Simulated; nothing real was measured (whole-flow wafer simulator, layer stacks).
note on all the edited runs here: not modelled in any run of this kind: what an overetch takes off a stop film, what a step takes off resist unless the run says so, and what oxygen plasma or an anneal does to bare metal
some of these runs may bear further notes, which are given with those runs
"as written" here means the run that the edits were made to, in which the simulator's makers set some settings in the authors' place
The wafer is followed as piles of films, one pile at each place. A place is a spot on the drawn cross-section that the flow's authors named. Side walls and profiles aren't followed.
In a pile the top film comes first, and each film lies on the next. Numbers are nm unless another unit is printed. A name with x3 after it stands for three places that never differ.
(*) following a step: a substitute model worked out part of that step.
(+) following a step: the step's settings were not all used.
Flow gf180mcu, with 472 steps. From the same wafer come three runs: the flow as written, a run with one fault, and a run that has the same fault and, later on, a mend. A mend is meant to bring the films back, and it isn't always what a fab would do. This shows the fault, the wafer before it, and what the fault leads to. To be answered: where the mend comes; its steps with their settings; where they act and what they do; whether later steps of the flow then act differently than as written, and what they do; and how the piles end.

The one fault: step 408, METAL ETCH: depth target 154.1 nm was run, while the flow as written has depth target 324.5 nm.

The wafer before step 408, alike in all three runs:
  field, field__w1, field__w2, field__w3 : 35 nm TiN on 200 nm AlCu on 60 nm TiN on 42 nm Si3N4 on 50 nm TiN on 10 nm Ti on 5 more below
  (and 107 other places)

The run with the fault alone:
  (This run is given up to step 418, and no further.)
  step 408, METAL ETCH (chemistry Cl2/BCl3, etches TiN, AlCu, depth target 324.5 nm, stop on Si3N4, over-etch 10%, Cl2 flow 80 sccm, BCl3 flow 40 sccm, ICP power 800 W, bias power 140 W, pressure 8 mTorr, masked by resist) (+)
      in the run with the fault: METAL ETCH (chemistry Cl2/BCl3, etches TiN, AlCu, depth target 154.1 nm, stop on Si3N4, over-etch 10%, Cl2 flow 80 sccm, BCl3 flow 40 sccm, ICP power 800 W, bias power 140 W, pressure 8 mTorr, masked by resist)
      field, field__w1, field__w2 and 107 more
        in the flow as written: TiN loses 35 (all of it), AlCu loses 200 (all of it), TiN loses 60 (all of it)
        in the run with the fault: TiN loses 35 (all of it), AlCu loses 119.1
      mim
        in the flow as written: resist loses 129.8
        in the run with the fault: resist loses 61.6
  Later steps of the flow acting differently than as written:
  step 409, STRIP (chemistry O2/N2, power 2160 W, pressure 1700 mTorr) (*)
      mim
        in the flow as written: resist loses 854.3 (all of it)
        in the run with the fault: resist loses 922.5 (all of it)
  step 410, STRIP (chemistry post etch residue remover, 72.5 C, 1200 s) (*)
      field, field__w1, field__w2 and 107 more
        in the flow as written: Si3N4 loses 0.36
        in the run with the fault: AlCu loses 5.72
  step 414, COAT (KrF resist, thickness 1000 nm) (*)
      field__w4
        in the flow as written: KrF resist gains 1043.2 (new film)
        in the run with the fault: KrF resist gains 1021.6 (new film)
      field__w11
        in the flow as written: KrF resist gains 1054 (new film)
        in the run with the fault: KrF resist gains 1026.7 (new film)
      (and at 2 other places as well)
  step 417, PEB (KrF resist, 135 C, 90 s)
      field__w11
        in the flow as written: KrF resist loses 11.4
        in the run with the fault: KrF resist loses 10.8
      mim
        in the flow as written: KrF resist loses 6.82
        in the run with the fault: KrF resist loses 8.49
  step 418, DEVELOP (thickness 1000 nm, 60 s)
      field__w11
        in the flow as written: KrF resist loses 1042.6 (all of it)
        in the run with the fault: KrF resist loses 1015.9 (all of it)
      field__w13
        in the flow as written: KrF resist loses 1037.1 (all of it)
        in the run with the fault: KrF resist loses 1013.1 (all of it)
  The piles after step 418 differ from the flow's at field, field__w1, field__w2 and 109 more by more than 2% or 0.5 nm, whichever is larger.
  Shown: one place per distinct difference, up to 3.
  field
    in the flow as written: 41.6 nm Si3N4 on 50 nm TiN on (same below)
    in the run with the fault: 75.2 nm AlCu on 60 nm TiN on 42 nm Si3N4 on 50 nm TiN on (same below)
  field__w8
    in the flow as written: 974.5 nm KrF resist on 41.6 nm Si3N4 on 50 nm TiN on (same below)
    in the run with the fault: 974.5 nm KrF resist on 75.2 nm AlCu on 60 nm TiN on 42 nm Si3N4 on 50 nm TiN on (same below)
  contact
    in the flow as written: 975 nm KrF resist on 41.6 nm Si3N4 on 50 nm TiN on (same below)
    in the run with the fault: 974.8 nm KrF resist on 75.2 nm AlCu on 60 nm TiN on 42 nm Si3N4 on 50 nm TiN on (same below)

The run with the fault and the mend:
  The mend follows step 410.
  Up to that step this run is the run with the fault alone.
  step 410a, DEHYDRATE (200 C, 60 s) (a further turn of the flow's step 401)
      leaves every film unchanged at each place that is followed
  step 410b, HMDS (120 C, 60 s) (a further turn of the flow's step 402)
      leaves every film unchanged at each place that is followed
  step 410c, COAT (resist, thickness 1000 nm) (*) (a further turn of the flow's step 403)
      field__w8, m1__w1, iso_ptap_pw and 39 more
        resist gains 1000 (new film)
      field, ld_sd_p, ld_gate_p, ld_acc_p, ld_fp_p, ld_drift_p, ld_drn_p, m1_nw
        resist gains 1000.9 (new film)
      field_sub__w1, field_sub__w5, n_well, sd_p, gate_p, active_nat, nw_enc_fld_lv, nw_enc_fld_lv__w3
        resist gains 1000.6 (new film)
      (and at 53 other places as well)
  step 410d, SOFTBAKE (resist) (a further turn of the flow's step 404)
      field__w5, field__w9
        resist loses 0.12
      gate_p_hv, gate_p_hv5
        resist loses 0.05
      field__w2
        resist gains 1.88
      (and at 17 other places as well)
  step 410e, EXPOSE (photomask FuseTop) (a further turn of the flow's step 405)
      leaves every film unchanged at each place that is followed
  step 410f, PEB (resist, 70.3 s) (a further turn of the flow's step 406)
      field, field__w1, field__w5 and 97 more
        resist loses 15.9
      field__w2, field__w3, field__w7, field__w12, pplus_u, ppoly_sal
        resist loses 16
      field__w11, field__w13, ppoly_u, npoly_sal
        resist loses 16.1
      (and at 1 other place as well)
  step 410g, DEVELOP (thickness 1000 nm, 60 s) (a further turn of the flow's step 407)
      field__w8, m1__w1, iso_ptap_pw and 39 more
        resist loses 984.1 (all of it)
      field_sub__w1, field_sub__w5, n_well and 7 more
        resist loses 984.7 (all of it)
      field, field_sub__w3, field_sub__w4 and 6 more
        resist loses 985 (all of it)
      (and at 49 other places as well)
  step 410h, METAL ETCH (chemistry Cl2/BCl3, etches TiN, AlCu, depth target 170.4 nm, stop on Si3N4, over-etch 10%, Cl2 flow 80 sccm, BCl3 flow 40 sccm, ICP power 800 W, bias power 140 W, pressure 8 mTorr, masked by resist) (+) (a further turn of the flow's step 408, with different settings)
      field, field__w1, field__w2 and 107 more
        AlCu loses 75.2 (all of it), TiN loses 60 (all of it)
      mim
        resist loses 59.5
  step 410i, STRIP (chemistry O2/N2, power 2160 W, pressure 1700 mTorr) (*) (a further turn of the flow's step 409)
      mim
        resist loses 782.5 (all of it)
  step 410j, STRIP (chemistry post etch residue remover, 72.5 C, 1200 s) (*) (a further turn of the flow's step 410)
      field, field__w1, field__w2 and 107 more
        Si3N4 loses 0.36
      mim
        TiN loses 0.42
  None of the later steps of the flow differs from how it acts as written, at any place that is followed, by more than 2% or 0.5 nm, whichever is larger.
  At the end the piles are close to the flow's at the places that both follow, differing by at most 2% or 0.5 nm, whichever is larger.
